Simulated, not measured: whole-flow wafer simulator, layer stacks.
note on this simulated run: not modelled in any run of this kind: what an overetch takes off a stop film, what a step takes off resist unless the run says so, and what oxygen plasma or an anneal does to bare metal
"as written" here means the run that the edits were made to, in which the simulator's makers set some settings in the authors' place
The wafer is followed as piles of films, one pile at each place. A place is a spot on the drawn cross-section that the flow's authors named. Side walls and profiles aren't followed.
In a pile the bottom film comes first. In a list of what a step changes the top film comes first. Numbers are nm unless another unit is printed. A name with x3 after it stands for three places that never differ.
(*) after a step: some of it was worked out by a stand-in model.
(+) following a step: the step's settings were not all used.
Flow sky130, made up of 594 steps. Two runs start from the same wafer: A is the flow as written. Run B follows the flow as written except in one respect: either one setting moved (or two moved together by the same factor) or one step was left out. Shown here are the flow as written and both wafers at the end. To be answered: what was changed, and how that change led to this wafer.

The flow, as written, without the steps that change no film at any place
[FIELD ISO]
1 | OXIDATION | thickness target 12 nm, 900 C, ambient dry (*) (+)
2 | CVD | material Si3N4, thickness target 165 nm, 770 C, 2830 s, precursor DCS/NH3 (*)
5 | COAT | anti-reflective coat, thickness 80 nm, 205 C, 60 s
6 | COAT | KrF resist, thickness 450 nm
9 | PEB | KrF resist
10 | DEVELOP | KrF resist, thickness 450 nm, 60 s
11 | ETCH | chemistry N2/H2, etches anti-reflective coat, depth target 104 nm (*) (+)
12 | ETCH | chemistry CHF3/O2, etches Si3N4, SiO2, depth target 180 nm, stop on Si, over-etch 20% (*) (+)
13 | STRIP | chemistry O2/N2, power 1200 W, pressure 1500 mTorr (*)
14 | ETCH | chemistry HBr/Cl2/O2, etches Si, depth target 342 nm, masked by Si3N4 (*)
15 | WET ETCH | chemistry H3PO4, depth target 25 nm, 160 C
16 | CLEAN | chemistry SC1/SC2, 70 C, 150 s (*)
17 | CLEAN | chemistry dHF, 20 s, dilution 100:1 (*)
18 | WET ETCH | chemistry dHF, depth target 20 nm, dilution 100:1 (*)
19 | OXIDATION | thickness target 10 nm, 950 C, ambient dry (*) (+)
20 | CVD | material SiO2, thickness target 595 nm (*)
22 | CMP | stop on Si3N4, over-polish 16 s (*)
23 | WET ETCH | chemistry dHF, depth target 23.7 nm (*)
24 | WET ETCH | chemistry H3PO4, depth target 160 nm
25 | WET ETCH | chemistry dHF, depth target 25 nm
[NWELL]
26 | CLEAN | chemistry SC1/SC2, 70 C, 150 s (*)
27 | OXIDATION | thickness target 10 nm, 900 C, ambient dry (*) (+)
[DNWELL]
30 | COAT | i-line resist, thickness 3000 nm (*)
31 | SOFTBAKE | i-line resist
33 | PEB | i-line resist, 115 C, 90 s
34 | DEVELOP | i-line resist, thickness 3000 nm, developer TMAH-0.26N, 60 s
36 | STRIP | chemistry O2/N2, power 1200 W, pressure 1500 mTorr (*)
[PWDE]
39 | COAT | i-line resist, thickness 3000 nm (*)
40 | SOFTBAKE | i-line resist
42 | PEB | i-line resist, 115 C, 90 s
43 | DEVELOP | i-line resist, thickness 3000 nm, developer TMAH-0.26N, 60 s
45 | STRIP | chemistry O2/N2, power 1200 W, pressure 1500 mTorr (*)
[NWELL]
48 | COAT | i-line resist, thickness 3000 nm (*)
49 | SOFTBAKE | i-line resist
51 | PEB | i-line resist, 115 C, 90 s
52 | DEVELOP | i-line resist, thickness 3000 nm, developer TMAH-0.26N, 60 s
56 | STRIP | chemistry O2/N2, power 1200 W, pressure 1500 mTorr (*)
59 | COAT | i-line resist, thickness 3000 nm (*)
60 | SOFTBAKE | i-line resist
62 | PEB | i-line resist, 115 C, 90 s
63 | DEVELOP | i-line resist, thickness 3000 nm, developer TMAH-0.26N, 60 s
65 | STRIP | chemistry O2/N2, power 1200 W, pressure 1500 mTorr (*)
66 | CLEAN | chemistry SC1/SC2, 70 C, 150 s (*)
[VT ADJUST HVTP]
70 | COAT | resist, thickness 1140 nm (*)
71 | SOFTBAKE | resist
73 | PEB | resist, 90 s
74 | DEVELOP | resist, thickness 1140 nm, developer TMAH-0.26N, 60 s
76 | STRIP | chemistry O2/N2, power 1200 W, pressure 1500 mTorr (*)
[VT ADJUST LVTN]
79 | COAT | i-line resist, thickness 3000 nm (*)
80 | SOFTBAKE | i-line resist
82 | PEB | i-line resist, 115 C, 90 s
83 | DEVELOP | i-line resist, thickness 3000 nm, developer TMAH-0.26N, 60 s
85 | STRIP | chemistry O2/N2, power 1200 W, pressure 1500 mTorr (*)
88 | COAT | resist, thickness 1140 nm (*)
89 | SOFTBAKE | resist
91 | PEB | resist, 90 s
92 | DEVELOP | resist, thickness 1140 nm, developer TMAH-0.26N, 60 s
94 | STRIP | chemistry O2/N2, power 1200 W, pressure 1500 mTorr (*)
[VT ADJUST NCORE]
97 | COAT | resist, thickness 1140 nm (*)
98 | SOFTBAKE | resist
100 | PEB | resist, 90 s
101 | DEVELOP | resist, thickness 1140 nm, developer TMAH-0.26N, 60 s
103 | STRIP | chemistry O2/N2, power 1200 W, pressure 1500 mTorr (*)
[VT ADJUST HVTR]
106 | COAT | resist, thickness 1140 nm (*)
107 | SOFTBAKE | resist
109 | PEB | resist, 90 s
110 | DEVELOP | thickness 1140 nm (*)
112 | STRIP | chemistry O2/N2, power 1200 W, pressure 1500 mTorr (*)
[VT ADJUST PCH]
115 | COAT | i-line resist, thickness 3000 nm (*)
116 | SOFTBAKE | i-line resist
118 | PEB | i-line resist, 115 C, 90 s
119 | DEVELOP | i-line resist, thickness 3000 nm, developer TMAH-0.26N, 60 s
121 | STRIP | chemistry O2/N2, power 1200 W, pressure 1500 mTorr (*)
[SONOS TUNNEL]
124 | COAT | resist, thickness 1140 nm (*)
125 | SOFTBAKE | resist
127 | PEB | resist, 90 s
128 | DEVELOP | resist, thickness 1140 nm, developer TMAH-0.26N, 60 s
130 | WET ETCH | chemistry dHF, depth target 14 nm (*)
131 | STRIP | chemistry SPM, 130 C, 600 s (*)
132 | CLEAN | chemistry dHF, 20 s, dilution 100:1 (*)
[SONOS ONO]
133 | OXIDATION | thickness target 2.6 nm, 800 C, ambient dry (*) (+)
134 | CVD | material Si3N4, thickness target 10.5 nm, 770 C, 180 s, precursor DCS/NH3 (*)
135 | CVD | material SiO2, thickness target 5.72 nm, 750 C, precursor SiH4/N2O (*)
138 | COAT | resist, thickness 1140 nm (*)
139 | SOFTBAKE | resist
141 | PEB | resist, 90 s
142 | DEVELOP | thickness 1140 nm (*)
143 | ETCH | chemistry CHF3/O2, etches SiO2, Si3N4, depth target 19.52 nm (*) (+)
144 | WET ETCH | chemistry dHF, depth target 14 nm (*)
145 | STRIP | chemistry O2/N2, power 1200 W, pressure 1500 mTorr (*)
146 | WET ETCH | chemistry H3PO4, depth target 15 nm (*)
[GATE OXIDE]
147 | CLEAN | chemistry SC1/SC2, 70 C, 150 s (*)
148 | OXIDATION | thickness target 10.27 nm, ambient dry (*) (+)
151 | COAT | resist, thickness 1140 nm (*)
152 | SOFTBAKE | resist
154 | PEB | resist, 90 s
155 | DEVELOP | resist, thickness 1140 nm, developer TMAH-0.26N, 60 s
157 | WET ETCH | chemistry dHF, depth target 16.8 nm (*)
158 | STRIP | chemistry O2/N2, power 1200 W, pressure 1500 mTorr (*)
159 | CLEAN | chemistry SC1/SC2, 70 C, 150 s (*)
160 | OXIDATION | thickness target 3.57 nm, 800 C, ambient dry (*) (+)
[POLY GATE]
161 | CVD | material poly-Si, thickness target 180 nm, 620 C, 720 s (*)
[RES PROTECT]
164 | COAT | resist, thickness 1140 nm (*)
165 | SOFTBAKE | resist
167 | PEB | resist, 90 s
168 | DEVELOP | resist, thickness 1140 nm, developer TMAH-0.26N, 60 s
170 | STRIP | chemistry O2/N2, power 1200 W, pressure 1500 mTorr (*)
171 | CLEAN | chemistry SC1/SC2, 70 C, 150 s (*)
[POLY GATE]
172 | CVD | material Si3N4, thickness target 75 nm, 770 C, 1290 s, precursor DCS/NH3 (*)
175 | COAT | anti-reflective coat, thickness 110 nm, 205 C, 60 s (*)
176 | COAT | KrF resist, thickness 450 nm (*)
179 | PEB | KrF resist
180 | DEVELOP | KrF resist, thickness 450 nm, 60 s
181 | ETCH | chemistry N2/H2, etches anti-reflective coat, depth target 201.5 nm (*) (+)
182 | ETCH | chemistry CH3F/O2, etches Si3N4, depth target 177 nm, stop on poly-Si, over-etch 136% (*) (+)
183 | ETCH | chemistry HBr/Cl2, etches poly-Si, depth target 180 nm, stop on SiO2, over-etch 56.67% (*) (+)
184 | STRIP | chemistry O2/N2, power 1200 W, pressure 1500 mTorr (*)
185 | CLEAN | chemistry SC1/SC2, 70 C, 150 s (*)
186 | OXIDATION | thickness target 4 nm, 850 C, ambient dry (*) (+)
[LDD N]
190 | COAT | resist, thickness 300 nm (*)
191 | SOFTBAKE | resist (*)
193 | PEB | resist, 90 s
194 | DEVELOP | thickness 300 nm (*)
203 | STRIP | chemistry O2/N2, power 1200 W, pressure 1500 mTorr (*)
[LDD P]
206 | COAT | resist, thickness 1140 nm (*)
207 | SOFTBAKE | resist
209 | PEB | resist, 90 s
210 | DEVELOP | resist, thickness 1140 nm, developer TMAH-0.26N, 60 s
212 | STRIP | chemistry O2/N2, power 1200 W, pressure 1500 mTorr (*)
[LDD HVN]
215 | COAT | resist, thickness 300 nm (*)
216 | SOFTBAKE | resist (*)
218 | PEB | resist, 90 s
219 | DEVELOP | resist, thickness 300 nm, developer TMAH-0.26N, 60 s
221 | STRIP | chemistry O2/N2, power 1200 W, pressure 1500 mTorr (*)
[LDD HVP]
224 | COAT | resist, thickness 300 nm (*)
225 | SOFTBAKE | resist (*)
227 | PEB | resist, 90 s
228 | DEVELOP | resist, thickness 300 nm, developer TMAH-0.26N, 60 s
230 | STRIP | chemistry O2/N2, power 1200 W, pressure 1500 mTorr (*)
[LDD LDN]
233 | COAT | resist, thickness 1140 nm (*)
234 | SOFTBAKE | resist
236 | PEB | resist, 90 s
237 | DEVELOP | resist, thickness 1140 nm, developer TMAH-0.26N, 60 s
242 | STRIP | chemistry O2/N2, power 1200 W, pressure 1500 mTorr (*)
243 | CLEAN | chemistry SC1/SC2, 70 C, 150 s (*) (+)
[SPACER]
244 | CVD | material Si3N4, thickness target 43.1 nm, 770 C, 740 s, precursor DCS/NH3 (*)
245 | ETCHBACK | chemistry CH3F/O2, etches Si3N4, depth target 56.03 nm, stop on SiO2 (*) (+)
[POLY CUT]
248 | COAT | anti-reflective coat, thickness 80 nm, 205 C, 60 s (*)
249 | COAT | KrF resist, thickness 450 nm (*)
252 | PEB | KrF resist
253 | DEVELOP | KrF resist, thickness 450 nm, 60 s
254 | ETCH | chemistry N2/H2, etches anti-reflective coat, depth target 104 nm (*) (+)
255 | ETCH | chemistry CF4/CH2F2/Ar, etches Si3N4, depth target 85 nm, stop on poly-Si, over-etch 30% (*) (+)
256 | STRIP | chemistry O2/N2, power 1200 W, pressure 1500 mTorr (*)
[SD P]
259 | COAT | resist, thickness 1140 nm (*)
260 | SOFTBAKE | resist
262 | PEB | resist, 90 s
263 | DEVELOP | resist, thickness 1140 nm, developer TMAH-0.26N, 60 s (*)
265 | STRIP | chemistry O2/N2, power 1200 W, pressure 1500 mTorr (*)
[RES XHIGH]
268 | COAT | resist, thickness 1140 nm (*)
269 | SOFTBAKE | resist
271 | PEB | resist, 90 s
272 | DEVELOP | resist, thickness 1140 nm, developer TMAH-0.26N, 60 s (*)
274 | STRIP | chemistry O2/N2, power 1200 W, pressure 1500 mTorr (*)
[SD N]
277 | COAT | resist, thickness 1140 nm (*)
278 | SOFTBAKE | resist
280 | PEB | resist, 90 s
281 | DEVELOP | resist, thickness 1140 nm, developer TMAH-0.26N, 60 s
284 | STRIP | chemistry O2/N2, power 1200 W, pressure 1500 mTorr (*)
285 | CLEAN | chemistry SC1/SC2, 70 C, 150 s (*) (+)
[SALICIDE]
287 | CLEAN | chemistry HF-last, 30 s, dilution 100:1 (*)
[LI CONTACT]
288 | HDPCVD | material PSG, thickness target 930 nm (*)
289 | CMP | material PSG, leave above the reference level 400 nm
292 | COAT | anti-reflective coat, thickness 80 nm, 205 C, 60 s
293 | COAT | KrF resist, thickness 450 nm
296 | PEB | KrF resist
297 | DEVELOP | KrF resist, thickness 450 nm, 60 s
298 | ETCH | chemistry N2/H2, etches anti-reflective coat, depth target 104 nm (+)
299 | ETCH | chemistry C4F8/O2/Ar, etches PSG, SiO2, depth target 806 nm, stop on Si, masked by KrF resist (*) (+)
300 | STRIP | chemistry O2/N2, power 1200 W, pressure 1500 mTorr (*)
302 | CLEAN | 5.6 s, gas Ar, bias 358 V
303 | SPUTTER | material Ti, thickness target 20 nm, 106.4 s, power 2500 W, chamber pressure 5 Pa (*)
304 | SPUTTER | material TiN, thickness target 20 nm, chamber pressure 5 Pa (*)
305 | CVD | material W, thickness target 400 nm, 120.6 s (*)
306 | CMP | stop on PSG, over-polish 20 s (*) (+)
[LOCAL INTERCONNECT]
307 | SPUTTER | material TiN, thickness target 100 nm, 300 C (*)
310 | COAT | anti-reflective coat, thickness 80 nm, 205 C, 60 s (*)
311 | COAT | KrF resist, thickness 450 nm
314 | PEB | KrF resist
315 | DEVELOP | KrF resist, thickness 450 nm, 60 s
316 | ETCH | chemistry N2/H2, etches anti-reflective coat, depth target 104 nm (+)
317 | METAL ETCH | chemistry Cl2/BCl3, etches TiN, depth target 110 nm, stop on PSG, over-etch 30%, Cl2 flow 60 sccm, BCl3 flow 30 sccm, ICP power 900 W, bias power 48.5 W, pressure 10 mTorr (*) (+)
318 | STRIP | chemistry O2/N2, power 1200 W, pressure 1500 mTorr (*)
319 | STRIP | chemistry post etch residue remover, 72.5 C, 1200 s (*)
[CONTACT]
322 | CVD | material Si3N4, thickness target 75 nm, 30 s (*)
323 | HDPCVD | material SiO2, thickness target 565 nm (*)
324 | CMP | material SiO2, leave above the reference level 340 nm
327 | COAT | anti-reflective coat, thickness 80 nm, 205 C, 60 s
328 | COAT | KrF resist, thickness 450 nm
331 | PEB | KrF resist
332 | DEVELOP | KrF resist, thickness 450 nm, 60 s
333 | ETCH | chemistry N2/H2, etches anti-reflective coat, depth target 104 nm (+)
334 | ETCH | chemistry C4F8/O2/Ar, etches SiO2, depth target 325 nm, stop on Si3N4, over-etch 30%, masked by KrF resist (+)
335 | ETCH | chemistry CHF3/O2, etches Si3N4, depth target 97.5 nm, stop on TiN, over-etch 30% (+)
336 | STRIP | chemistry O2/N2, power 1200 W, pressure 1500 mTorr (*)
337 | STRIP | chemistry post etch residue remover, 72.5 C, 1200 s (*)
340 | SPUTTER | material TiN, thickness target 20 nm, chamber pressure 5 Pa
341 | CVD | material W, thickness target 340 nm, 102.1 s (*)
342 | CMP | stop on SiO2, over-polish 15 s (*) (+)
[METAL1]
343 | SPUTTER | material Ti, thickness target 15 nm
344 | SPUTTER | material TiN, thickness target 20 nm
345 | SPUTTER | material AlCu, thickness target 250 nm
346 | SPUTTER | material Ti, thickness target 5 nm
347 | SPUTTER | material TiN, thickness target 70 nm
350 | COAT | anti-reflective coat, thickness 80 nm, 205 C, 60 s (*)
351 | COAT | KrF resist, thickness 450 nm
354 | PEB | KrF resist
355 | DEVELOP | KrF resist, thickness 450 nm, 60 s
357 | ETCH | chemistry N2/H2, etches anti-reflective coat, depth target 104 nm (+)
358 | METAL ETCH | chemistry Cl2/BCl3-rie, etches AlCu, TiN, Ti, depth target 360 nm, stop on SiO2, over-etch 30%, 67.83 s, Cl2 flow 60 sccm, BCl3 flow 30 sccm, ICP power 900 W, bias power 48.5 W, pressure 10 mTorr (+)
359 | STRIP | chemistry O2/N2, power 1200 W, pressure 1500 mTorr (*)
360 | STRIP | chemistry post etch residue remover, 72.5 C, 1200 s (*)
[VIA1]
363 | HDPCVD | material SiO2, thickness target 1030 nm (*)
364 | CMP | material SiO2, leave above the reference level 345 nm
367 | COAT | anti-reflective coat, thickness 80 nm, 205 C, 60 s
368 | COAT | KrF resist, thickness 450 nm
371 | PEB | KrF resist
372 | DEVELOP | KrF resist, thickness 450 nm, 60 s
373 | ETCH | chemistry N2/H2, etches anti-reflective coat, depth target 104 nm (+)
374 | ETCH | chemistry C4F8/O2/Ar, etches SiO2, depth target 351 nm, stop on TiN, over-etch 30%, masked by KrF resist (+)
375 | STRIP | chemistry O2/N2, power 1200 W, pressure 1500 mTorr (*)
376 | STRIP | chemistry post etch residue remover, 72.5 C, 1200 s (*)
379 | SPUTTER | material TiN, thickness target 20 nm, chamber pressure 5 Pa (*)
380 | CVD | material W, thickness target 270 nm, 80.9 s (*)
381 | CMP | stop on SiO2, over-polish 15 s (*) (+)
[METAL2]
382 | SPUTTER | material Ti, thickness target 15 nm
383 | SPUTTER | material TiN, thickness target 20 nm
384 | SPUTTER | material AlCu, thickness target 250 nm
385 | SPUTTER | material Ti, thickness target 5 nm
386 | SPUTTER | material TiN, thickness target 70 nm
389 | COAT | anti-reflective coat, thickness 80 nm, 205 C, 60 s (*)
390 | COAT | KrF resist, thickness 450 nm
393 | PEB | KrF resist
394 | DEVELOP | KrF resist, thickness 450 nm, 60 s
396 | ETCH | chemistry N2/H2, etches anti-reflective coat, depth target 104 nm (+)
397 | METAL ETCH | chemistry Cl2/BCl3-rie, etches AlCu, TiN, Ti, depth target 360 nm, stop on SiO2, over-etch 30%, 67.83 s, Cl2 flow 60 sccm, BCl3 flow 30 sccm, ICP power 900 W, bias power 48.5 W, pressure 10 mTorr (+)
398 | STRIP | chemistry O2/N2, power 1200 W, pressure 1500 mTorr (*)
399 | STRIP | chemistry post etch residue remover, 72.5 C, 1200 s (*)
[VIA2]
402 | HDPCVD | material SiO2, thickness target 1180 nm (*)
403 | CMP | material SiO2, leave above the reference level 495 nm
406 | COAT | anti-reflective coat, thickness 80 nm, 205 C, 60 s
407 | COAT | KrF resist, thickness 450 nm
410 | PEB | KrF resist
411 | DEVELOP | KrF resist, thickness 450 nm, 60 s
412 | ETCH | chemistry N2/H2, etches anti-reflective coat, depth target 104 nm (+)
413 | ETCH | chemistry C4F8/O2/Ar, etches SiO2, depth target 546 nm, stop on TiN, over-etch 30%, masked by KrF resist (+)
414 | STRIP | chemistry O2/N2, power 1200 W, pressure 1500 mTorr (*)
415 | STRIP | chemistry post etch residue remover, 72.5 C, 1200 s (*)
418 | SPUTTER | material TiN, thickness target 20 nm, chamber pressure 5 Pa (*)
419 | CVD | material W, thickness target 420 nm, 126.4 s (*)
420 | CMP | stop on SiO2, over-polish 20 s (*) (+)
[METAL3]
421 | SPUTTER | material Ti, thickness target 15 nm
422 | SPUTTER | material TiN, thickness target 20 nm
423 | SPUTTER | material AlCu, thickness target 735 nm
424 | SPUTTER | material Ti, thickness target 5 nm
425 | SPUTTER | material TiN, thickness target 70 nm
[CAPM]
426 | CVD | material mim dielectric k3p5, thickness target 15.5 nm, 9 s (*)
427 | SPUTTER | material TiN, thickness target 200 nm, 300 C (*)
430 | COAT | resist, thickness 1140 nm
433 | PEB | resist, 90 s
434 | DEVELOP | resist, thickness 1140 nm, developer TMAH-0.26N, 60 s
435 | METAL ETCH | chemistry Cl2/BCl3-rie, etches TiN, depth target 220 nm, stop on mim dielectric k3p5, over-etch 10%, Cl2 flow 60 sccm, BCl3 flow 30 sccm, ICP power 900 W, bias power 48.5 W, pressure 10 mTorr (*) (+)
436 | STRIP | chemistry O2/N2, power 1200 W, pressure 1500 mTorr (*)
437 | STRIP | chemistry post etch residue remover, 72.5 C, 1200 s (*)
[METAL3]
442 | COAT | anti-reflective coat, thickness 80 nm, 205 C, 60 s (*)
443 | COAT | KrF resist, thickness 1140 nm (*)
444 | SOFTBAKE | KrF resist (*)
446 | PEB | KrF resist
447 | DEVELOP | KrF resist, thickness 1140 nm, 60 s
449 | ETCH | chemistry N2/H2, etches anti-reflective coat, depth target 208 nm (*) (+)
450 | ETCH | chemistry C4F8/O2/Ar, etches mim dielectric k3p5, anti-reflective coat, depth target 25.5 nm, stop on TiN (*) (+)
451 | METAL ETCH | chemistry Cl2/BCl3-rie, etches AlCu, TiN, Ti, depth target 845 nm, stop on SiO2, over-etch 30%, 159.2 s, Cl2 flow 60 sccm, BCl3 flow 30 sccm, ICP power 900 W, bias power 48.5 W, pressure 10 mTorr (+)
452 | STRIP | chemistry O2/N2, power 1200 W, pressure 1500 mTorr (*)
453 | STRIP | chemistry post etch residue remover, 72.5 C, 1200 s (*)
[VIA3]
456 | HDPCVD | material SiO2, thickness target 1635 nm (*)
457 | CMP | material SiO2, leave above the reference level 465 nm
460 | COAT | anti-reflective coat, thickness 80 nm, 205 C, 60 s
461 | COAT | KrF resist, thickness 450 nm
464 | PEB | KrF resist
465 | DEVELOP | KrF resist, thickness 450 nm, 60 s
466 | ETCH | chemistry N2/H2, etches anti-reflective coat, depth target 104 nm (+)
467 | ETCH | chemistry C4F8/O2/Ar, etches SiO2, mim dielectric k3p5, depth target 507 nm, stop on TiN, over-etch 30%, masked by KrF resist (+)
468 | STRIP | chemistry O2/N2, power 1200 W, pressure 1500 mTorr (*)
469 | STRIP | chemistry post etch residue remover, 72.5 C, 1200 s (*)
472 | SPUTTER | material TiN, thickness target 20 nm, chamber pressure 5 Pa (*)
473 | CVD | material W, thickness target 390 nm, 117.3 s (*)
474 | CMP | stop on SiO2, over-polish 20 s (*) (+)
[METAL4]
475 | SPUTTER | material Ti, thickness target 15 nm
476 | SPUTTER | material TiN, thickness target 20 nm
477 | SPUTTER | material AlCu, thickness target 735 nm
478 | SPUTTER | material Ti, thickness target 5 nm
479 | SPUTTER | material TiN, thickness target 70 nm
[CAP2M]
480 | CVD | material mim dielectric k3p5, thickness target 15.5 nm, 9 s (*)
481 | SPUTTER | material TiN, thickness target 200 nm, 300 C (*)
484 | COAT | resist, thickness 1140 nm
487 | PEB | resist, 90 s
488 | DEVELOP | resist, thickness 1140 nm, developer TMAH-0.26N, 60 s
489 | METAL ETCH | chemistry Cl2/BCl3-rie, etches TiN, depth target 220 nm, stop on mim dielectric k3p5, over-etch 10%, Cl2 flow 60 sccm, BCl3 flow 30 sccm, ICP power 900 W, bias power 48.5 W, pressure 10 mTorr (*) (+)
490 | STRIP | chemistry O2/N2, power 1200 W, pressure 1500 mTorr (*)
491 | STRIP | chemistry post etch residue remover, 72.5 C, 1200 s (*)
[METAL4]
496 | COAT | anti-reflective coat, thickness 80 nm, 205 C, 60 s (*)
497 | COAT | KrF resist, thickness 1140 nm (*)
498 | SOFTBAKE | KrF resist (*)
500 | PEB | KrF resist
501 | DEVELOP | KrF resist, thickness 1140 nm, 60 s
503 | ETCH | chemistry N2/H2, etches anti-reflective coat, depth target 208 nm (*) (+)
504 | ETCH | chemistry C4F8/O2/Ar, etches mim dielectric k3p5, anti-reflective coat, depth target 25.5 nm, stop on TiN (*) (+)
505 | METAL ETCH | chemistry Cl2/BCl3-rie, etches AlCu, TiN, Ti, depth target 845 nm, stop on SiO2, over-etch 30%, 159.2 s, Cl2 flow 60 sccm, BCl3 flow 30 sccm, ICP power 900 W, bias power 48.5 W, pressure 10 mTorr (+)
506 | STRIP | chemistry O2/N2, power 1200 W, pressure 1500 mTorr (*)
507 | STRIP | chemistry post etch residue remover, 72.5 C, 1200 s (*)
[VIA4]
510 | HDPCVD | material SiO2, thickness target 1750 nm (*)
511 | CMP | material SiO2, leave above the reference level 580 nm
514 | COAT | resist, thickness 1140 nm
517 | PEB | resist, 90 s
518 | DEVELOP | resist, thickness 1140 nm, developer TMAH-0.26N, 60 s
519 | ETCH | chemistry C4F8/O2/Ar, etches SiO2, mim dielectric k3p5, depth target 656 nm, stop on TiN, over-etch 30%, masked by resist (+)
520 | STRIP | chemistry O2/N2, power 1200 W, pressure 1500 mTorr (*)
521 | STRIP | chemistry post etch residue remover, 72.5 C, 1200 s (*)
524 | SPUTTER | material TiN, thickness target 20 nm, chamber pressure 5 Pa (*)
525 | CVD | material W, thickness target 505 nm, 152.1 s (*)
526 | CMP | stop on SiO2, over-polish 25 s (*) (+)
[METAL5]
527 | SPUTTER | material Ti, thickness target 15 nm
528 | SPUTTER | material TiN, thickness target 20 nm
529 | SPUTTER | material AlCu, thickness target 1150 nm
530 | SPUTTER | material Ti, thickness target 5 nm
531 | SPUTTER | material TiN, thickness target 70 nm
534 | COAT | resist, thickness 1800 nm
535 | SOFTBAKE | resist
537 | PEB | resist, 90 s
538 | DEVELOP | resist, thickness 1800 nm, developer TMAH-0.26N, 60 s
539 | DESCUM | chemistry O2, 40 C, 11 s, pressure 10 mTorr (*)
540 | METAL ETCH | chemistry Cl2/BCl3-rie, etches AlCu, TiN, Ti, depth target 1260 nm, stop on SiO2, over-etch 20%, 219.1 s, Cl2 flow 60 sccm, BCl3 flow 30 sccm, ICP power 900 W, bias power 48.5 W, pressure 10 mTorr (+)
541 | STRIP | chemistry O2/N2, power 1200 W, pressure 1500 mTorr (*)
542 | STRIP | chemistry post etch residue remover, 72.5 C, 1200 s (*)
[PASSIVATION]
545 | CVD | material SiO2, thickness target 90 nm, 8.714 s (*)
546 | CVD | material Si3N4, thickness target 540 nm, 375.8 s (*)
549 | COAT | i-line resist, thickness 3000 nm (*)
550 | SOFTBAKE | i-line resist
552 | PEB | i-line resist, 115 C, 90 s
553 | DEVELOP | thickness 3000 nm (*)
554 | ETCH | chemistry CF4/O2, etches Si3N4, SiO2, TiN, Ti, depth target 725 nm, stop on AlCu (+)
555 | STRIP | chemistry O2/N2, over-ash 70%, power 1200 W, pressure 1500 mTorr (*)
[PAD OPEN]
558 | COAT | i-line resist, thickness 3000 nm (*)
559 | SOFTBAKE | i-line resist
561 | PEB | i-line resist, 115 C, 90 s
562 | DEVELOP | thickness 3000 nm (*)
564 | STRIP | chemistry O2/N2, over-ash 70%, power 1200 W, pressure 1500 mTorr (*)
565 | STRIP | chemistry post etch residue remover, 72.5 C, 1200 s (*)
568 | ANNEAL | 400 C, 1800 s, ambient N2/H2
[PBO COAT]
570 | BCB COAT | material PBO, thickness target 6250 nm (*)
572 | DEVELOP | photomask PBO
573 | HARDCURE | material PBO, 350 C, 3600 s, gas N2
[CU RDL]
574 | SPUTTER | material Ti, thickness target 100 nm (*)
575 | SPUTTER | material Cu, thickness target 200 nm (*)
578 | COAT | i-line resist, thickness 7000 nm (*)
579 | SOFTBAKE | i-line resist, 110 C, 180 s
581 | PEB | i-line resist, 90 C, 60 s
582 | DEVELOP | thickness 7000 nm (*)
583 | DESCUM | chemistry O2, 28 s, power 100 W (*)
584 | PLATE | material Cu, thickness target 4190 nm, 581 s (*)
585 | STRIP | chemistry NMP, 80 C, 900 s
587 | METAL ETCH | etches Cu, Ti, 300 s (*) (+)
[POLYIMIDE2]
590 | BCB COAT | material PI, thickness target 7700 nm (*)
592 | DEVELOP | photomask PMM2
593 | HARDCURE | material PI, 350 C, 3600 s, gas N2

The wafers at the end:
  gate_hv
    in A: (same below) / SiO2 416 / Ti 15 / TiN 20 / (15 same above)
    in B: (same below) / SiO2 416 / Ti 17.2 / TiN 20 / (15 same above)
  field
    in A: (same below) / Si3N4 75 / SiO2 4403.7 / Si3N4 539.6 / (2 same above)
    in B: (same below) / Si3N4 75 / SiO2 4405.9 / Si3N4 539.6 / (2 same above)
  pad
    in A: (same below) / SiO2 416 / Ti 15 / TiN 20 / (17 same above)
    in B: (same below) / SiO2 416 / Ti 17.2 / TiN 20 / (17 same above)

The reason: step 421, SPUTTER: thickness target 17.2 nm was run, while the flow as written has thickness target 15 nm.
One can read it off the wafer: gate_hv has Ti 17.2, and step 421 as written asks for 15 nm.

How this came from the change, step by step:
  421 | SPUTTER | material Ti, thickness target 15 nm
      field, active, n_well and 188 more: A +15 Ti (new film) | B +17.2 Ti (new film)
  451 | METAL ETCH | chemistry Cl2/BCl3-rie, etches AlCu, TiN, Ti, depth target 845 nm, stop on SiO2, over-etch 30%, 159.2 s, Cl2 flow 60 sccm, BCl3 flow 30 sccm, ICP power 900 W, bias power 48.5 W, pressure 10 mTorr (+)
      field, active, gate and 69 more: A -70 TiN (all of it), -5 Ti (all of it), -735 AlCu (all of it), -20 TiN (all of it), -15 Ti (all of it), -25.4 SiO2 | B -70 TiN (all of it), -5 Ti (all of it), -735 AlCu (all of it), -20 TiN (all of it), -17.2 Ti (all of it), -25.1 SiO2
      vpp_ln, vpp_iso2, ndiff_ln and 10 more: A -70 TiN (all of it), -5 Ti (all of it), -735 AlCu (all of it), -20 TiN (all of it), -15 Ti (all of it), -25.3 SiO2 | B -70 TiN (all of it), -5 Ti (all of it), -735 AlCu (all of it), -20 TiN (all of it), -17.2 Ti (all of it), -25.1 SiO2
